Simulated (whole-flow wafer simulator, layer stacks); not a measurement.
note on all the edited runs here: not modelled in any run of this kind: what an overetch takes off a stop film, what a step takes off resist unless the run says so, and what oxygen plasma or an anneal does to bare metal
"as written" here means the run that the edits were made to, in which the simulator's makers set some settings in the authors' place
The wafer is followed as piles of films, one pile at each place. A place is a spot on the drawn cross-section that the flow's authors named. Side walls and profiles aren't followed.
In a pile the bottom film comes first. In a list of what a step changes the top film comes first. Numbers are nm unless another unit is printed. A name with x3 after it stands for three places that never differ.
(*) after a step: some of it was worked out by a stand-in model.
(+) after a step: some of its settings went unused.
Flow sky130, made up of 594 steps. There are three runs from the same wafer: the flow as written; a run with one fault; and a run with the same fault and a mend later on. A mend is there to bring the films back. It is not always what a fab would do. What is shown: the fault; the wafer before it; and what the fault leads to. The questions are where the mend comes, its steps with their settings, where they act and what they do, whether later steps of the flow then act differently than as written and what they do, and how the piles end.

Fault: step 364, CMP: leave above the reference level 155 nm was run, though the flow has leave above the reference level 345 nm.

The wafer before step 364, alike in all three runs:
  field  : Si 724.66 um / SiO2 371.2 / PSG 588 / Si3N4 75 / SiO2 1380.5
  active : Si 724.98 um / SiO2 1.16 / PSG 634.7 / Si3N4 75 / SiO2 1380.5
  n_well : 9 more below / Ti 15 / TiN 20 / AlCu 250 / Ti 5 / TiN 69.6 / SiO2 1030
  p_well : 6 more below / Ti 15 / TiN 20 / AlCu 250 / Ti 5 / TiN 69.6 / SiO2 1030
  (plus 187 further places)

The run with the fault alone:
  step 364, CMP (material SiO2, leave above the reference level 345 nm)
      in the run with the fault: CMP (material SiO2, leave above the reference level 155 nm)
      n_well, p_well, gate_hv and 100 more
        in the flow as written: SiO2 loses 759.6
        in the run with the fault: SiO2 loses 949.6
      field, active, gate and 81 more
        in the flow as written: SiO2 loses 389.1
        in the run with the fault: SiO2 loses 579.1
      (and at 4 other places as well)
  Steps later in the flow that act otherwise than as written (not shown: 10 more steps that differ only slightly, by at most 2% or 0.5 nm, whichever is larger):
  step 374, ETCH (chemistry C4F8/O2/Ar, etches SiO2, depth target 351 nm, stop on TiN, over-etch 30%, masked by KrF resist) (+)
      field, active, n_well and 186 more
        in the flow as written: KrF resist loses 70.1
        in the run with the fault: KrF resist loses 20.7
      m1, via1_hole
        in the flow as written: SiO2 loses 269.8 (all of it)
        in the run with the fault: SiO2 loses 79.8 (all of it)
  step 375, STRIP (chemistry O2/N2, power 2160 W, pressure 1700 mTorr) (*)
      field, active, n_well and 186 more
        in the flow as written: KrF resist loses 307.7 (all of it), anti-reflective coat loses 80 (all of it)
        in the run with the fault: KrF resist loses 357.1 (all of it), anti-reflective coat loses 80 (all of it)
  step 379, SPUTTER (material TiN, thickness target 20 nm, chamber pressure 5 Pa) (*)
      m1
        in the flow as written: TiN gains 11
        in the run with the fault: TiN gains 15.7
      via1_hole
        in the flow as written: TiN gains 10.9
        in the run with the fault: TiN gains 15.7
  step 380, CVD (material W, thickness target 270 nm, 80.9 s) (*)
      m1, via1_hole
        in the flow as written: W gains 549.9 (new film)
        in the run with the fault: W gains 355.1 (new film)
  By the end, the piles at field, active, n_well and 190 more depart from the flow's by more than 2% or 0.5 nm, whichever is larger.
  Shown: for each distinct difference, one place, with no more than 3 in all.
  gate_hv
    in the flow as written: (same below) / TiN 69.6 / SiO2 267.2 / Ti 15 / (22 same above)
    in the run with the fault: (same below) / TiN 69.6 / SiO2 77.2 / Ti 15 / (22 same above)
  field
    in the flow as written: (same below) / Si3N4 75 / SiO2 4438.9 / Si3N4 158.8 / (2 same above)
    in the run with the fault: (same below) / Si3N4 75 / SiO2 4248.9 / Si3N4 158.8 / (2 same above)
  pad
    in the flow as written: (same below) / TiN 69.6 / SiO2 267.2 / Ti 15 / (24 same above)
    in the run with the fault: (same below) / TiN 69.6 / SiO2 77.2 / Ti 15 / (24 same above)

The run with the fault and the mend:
  The mend follows step 364.
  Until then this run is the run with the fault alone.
  step 364a, HDPCVD (thickness target 190 nm) (*) (the flow's step 363, run once more with other settings)
      field, active, n_well and 188 more
        SiO2 gains 190
  None of the later steps of the flow differs from how it acts as written, at any place that is followed, by more than 2% or 0.5 nm, whichever is larger.
  By the end, the piles equal the flow's at every place that both follow.
